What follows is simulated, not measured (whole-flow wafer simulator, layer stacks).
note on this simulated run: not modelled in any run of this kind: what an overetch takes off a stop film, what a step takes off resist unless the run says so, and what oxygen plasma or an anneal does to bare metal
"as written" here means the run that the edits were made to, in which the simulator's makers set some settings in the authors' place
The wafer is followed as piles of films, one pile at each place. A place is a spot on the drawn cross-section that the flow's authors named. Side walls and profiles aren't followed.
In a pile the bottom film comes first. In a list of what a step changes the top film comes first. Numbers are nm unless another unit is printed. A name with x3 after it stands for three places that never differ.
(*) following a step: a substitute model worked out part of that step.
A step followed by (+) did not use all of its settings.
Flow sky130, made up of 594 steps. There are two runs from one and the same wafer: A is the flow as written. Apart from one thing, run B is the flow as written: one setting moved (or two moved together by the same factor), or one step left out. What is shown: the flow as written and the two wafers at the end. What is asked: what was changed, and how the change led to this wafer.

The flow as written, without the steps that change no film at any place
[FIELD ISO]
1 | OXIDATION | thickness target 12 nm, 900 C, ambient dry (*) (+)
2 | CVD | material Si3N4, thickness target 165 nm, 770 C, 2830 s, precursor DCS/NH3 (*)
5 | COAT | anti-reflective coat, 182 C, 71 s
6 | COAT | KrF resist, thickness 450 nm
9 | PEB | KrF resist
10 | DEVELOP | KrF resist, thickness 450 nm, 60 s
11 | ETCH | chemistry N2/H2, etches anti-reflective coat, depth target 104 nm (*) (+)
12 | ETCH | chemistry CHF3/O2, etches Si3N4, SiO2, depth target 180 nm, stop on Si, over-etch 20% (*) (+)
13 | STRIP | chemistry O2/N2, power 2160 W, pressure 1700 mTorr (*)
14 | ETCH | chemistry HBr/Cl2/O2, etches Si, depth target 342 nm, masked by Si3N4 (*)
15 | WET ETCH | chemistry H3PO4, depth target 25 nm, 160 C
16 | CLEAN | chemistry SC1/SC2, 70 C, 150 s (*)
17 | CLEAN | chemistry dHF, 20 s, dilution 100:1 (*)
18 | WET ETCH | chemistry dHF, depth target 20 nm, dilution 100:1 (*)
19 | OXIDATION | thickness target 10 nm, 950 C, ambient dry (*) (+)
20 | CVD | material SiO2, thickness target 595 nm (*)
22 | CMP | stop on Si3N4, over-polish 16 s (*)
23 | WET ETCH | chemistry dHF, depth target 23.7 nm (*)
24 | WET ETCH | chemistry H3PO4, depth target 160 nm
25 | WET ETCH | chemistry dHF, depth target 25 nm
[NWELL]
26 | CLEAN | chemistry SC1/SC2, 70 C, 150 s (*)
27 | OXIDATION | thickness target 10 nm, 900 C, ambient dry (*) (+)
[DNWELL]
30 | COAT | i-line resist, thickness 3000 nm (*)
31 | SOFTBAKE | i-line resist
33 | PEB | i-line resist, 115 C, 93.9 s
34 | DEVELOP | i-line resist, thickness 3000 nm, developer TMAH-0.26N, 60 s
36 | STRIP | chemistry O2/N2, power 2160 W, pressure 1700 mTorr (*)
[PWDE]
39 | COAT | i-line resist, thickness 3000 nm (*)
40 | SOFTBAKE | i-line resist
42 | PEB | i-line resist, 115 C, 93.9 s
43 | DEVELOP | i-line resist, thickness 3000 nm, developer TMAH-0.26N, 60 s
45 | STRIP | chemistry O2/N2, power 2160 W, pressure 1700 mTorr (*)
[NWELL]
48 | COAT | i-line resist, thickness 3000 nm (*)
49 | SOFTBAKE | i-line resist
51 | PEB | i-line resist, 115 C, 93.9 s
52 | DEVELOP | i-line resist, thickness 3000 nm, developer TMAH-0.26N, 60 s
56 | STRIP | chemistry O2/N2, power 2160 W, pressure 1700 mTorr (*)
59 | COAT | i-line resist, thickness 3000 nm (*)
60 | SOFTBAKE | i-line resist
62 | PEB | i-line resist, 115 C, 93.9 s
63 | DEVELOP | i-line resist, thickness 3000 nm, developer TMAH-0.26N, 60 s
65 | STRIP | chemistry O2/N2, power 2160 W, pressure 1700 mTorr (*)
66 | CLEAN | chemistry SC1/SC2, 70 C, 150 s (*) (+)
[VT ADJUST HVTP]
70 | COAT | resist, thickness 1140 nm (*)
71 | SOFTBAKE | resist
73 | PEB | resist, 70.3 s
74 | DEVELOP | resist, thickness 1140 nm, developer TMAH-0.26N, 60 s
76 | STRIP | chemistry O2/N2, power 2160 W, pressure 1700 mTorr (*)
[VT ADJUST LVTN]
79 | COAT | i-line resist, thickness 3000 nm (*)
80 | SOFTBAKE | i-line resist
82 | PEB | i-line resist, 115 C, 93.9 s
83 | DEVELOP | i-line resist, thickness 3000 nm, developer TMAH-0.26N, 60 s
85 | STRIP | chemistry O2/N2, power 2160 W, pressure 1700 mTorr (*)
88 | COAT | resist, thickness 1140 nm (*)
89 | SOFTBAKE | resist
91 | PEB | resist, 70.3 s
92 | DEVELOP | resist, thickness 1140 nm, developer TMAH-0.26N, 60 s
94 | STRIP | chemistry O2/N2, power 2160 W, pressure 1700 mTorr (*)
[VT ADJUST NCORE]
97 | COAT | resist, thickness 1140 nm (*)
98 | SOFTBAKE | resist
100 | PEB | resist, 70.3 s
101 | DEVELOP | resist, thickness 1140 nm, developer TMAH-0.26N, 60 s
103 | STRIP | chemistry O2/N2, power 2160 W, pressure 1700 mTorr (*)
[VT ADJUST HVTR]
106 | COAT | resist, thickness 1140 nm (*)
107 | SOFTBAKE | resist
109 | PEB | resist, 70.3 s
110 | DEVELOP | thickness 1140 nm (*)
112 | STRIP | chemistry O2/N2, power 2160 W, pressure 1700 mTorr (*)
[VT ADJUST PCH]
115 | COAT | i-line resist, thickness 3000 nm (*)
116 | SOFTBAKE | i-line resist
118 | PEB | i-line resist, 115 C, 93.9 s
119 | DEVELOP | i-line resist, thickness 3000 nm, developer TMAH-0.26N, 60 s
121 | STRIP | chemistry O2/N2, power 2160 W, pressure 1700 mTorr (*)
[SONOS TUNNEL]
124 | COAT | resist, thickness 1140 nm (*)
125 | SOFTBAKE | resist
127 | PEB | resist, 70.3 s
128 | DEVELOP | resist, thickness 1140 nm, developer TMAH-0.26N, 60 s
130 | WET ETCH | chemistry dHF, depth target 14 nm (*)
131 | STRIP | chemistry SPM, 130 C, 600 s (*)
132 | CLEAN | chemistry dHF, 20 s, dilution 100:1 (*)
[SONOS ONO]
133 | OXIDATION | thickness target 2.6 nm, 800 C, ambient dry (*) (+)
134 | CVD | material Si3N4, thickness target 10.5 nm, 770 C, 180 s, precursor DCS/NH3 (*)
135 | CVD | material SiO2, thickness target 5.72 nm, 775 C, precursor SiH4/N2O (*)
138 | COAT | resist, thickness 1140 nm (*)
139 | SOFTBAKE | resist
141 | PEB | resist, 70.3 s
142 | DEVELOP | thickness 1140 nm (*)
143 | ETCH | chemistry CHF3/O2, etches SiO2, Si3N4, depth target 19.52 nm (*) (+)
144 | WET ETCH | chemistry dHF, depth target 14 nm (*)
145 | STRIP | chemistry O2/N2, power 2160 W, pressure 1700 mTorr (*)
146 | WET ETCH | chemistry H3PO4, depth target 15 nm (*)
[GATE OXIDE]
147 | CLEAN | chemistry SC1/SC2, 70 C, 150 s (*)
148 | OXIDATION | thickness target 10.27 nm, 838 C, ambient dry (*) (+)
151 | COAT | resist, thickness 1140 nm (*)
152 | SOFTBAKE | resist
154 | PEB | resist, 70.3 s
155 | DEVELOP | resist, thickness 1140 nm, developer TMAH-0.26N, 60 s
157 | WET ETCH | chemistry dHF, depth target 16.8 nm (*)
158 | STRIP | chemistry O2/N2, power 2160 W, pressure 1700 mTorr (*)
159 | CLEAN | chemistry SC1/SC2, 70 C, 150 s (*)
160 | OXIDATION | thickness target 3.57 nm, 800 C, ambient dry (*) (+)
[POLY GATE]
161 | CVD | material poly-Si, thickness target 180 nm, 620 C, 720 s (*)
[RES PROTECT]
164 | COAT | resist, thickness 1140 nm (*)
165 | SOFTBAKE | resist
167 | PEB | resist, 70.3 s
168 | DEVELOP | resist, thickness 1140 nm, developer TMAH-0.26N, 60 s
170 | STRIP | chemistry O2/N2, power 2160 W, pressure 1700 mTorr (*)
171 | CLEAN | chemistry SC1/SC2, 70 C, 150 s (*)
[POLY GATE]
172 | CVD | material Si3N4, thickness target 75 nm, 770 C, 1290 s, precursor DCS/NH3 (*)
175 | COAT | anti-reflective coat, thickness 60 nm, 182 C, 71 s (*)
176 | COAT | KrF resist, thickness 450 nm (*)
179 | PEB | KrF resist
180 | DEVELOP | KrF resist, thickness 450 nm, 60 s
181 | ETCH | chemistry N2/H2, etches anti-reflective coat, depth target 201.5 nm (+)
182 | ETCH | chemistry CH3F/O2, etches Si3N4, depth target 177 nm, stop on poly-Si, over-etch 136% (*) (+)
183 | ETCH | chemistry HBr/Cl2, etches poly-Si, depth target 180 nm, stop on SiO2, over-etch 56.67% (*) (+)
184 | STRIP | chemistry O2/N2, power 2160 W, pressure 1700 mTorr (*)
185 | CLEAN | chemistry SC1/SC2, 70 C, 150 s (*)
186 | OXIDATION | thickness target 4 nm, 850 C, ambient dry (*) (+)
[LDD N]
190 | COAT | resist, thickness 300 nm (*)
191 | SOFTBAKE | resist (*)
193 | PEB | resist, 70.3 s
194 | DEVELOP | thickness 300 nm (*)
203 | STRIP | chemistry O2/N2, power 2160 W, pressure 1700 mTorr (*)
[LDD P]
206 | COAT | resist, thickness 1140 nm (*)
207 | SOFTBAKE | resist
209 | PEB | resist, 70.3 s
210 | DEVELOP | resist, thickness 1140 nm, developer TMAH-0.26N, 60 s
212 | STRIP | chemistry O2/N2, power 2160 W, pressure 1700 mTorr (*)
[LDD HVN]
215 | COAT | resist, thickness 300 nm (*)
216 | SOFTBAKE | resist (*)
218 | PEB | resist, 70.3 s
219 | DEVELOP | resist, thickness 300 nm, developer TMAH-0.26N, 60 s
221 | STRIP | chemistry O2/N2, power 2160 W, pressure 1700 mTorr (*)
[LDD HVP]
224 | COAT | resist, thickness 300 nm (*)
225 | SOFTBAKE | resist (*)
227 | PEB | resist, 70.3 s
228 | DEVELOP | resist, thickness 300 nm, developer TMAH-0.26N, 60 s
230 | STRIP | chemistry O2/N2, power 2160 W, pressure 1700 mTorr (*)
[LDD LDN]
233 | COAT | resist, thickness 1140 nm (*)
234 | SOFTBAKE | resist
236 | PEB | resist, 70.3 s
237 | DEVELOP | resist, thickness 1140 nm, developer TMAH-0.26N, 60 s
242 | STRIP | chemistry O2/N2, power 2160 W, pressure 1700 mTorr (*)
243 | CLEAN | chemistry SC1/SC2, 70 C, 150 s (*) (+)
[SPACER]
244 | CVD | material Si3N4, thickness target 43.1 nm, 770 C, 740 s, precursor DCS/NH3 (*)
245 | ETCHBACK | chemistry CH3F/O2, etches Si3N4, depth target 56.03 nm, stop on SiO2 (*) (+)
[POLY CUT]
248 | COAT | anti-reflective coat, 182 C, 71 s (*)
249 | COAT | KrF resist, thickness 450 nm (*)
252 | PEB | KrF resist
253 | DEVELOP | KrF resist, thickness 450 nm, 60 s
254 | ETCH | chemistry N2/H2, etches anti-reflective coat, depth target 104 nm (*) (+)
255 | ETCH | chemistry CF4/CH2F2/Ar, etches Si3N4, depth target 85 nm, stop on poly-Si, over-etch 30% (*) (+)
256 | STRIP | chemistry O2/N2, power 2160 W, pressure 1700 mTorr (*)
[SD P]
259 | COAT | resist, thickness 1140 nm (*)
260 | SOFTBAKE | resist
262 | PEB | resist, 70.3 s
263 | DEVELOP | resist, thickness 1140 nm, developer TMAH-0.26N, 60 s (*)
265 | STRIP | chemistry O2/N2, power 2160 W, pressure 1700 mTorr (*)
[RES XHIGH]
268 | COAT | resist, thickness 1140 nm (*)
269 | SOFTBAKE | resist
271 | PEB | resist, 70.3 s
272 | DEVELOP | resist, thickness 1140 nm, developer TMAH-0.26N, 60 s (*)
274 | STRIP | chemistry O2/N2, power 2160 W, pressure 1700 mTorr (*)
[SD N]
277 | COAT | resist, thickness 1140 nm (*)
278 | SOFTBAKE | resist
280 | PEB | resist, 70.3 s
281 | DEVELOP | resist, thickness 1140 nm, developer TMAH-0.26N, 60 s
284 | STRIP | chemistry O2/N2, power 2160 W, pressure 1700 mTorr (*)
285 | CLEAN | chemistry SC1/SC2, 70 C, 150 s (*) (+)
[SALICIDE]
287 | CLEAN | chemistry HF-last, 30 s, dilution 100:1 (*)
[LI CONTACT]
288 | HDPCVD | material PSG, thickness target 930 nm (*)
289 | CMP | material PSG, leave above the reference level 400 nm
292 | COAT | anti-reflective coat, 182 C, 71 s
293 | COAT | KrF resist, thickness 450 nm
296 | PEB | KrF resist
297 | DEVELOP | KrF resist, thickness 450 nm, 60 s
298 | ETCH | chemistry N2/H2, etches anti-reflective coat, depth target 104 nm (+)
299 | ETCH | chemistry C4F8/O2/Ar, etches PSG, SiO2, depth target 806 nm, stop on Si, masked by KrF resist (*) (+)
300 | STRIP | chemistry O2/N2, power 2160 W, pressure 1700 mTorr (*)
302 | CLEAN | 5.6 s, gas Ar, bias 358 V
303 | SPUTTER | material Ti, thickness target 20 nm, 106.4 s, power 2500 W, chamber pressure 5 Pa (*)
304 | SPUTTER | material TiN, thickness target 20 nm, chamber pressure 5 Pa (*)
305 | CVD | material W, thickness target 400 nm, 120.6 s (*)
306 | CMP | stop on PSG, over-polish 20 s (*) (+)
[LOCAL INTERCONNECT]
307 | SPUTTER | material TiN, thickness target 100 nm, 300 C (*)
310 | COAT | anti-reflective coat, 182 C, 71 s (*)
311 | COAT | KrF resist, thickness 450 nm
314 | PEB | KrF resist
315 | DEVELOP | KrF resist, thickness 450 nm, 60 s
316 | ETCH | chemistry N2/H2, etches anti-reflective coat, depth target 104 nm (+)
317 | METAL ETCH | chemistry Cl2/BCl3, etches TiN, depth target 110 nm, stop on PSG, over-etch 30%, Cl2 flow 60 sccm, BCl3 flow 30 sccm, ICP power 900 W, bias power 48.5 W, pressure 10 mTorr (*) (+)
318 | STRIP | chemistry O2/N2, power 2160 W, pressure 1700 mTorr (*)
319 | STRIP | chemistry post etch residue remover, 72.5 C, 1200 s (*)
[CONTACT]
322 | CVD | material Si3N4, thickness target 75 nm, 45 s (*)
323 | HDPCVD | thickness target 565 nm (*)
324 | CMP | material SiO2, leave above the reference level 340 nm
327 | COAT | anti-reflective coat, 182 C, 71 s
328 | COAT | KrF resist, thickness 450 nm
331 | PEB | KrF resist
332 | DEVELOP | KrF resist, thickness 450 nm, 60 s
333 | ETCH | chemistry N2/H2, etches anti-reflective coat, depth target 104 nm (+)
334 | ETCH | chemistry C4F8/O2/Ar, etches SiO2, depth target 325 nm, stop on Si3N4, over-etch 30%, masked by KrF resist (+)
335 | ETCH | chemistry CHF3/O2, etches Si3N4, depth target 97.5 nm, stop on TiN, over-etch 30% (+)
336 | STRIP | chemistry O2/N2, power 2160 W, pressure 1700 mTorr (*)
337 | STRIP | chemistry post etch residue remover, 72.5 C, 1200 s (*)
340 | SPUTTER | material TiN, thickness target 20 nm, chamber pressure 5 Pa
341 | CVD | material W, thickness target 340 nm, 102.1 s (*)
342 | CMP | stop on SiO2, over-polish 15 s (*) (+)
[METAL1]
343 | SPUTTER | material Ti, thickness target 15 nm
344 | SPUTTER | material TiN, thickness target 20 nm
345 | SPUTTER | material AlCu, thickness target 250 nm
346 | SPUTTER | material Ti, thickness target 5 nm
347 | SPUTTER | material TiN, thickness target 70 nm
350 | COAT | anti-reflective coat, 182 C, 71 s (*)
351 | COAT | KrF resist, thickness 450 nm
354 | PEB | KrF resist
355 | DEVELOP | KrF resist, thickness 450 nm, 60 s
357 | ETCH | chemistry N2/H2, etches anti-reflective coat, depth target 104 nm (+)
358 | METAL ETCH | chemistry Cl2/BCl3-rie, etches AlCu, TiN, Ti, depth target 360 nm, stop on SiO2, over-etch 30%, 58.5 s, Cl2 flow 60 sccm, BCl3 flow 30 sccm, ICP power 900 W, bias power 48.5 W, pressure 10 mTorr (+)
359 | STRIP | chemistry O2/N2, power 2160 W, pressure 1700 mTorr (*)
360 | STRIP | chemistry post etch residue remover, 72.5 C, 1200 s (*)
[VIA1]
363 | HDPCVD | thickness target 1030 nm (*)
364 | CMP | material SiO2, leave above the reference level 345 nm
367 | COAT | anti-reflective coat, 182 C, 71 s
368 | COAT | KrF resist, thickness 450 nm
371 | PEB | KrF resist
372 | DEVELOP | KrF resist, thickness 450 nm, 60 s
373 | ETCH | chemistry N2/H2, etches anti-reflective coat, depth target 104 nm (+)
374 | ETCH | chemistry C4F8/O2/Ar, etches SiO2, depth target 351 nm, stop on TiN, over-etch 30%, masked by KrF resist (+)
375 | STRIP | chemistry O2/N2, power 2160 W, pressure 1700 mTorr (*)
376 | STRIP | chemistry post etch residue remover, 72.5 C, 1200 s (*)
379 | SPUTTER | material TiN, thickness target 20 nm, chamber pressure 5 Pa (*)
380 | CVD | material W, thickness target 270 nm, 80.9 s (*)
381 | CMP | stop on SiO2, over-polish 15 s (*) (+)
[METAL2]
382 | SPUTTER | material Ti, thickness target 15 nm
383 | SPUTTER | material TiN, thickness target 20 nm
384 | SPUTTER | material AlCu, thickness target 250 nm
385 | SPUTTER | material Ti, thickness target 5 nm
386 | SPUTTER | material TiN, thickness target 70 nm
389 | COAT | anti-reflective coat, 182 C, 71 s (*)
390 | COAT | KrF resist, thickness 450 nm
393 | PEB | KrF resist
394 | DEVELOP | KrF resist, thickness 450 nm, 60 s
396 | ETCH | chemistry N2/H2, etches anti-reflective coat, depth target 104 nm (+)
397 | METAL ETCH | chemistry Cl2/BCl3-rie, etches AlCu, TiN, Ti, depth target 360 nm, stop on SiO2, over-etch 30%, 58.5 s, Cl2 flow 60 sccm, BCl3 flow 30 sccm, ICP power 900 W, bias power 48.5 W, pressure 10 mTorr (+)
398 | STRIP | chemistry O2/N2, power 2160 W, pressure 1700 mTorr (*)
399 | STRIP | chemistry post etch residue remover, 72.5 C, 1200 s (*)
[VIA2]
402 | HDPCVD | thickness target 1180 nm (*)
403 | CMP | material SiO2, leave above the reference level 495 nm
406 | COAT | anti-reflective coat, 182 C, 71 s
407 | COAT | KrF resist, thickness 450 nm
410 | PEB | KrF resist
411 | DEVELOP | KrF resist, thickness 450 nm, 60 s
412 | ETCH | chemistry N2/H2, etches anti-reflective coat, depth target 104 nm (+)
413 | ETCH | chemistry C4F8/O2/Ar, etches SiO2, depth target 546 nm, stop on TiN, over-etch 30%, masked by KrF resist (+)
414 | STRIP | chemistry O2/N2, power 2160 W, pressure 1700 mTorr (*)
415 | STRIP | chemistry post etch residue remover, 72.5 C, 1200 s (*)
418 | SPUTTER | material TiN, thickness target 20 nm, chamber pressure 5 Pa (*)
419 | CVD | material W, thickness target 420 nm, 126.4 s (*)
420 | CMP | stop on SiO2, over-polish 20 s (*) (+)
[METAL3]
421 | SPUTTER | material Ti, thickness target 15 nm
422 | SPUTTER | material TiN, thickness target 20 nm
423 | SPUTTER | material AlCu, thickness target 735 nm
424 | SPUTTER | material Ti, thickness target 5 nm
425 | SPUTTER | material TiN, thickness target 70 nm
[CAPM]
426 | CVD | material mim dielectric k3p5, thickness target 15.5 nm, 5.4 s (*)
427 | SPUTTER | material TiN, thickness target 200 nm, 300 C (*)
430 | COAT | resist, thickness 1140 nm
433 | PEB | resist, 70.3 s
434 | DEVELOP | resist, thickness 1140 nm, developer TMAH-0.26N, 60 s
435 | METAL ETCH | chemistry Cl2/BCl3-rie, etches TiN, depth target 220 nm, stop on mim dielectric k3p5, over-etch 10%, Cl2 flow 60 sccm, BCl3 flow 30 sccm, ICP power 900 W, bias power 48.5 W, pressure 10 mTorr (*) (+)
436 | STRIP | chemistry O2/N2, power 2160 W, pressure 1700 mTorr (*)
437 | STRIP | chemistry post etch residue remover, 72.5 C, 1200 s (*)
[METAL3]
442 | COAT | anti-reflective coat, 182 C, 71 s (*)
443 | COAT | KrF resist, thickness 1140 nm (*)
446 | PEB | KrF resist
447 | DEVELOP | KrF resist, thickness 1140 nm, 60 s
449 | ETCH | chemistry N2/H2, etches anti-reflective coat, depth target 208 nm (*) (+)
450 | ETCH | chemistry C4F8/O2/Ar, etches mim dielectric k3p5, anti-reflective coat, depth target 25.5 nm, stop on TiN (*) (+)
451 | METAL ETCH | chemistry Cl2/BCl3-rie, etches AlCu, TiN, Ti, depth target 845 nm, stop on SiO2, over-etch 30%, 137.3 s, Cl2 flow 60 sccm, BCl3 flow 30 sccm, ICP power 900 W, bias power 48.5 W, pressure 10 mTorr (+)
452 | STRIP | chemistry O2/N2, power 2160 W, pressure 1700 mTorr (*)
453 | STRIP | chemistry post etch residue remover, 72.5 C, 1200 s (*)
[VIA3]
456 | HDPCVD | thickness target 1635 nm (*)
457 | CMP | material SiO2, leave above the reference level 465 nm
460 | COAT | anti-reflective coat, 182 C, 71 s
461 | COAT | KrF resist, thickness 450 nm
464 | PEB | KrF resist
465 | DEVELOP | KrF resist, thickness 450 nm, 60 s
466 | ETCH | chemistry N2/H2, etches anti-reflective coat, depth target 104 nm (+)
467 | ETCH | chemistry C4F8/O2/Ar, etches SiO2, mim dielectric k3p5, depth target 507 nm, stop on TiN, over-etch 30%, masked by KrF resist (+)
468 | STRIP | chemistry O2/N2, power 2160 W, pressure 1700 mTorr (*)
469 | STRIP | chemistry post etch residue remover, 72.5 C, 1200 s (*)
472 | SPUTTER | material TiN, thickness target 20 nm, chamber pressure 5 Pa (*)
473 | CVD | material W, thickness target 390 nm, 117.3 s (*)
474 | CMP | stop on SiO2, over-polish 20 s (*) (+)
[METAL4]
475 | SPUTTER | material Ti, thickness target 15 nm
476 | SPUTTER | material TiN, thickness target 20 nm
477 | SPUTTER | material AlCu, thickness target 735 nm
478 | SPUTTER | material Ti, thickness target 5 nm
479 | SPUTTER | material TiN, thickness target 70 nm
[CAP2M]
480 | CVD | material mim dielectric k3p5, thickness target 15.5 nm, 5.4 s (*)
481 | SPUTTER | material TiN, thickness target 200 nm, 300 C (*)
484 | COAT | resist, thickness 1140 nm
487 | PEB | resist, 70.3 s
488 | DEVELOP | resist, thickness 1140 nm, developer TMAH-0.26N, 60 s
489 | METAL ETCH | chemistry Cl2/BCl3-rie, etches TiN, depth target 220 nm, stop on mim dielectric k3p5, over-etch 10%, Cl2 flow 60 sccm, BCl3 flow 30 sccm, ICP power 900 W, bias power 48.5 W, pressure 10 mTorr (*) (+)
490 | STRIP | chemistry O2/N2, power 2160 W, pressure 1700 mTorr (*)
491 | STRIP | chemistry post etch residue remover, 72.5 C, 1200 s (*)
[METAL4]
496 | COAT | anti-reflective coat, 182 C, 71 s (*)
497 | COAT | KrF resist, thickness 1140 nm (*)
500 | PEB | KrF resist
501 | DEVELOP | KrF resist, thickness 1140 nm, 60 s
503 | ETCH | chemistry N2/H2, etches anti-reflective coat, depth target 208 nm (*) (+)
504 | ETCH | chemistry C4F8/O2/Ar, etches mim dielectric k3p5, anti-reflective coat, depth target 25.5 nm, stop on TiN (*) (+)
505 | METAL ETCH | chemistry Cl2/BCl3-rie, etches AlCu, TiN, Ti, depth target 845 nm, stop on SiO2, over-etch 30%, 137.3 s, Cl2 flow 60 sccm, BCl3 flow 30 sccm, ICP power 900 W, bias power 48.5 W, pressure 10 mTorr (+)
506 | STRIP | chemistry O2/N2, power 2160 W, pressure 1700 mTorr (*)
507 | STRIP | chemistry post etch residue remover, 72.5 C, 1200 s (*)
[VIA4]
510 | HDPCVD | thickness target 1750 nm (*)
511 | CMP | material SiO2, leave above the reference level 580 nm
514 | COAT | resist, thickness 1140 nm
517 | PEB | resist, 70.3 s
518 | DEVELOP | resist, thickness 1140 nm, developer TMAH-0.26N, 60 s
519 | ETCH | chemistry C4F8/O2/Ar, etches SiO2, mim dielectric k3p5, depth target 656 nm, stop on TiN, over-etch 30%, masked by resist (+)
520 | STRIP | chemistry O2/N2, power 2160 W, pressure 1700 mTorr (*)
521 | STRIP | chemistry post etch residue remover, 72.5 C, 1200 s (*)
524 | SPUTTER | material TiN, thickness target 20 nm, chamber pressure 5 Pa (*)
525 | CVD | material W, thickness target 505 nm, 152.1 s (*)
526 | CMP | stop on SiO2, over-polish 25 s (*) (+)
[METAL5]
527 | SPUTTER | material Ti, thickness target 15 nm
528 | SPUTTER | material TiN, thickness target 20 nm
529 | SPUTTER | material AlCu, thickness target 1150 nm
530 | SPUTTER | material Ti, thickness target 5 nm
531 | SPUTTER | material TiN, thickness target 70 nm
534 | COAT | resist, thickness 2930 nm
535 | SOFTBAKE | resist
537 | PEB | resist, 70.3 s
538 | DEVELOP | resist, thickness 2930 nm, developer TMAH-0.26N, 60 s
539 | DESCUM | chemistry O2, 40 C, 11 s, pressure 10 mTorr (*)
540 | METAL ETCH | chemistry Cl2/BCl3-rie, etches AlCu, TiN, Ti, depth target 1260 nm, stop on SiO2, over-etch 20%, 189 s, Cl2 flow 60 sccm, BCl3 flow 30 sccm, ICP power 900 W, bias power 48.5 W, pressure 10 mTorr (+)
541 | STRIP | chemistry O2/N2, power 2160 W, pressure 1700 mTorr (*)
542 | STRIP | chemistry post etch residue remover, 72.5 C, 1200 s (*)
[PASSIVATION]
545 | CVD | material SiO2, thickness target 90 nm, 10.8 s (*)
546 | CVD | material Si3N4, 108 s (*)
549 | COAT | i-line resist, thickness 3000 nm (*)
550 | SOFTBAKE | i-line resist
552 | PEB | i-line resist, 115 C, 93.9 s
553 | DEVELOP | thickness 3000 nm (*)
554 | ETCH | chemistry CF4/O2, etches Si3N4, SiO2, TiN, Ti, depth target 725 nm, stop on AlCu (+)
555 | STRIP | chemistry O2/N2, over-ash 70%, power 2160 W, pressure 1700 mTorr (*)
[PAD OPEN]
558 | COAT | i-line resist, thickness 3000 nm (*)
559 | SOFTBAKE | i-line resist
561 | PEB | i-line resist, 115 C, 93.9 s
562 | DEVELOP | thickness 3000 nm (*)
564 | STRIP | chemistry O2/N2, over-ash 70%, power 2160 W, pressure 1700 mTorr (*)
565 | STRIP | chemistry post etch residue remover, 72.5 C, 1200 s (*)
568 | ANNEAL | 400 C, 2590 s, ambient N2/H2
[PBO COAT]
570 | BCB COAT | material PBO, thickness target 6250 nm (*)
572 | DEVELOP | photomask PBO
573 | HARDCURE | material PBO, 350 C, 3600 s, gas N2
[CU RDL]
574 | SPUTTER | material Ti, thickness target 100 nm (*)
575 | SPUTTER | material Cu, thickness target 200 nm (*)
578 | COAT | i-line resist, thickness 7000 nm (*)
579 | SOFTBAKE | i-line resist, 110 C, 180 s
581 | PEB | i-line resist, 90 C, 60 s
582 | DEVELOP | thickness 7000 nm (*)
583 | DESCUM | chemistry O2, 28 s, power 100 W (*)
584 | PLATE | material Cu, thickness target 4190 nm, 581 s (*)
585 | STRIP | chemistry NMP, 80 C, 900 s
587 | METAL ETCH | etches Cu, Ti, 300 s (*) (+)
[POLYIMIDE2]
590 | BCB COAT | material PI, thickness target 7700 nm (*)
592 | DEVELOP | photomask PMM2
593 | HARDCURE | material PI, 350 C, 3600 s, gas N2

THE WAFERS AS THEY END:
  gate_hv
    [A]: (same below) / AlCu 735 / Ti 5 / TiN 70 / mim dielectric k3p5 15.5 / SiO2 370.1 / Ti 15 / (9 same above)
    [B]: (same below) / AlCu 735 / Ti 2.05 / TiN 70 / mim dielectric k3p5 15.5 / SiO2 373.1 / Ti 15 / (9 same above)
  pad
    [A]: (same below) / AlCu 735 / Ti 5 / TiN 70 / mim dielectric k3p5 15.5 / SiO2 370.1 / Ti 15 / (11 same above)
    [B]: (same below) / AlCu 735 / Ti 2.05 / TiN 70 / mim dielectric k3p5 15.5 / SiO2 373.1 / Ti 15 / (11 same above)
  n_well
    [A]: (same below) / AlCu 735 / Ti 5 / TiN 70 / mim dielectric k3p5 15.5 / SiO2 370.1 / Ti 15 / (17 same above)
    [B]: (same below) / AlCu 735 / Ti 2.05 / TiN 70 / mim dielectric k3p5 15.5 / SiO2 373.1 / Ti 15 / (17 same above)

Cause: step 424, SPUTTER: thickness target 2.05 nm was run, whereas the flow has thickness target 5 nm.
The wafer lets one read it off: gate_hv has Ti 2.05, and step 424 as written asks for 5 nm.

How this came from the change, step by step:
  424 | SPUTTER | material Ti, thickness target 5 nm
      field, active, n_well and 188 more: A +5 Ti (new film) | B +2.05 Ti (new film)
  451 | METAL ETCH | chemistry Cl2/BCl3-rie, etches AlCu, TiN, Ti, depth target 845 nm, stop on SiO2, over-etch 30%, 137.3 s, Cl2 flow 60 sccm, BCl3 flow 30 sccm, ICP power 900 W, bias power 48.5 W, pressure 10 mTorr (+)
      field, gate, spacer and 68 more: A -70 TiN (all of it), -5 Ti (all of it), -735 AlCu (all of it), -20 TiN (all of it), -15 Ti (all of it), -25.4 SiO2 | B -70 TiN (all of it), -2.05 Ti (all of it), -735 AlCu (all of it), -20 TiN (all of it), -15 Ti (all of it), -25.6 SiO2
      active, vpp_ln, vpp_iso2 and 11 more: A -70 TiN (all of it), -5 Ti (all of it), -735 AlCu (all of it), -20 TiN (all of it), -15 Ti (all of it), -25.3 SiO2 | B -70 TiN (all of it), -2.05 Ti (all of it), -735 AlCu (all of it), -20 TiN (all of it), -15 Ti (all of it), -25.6 SiO2
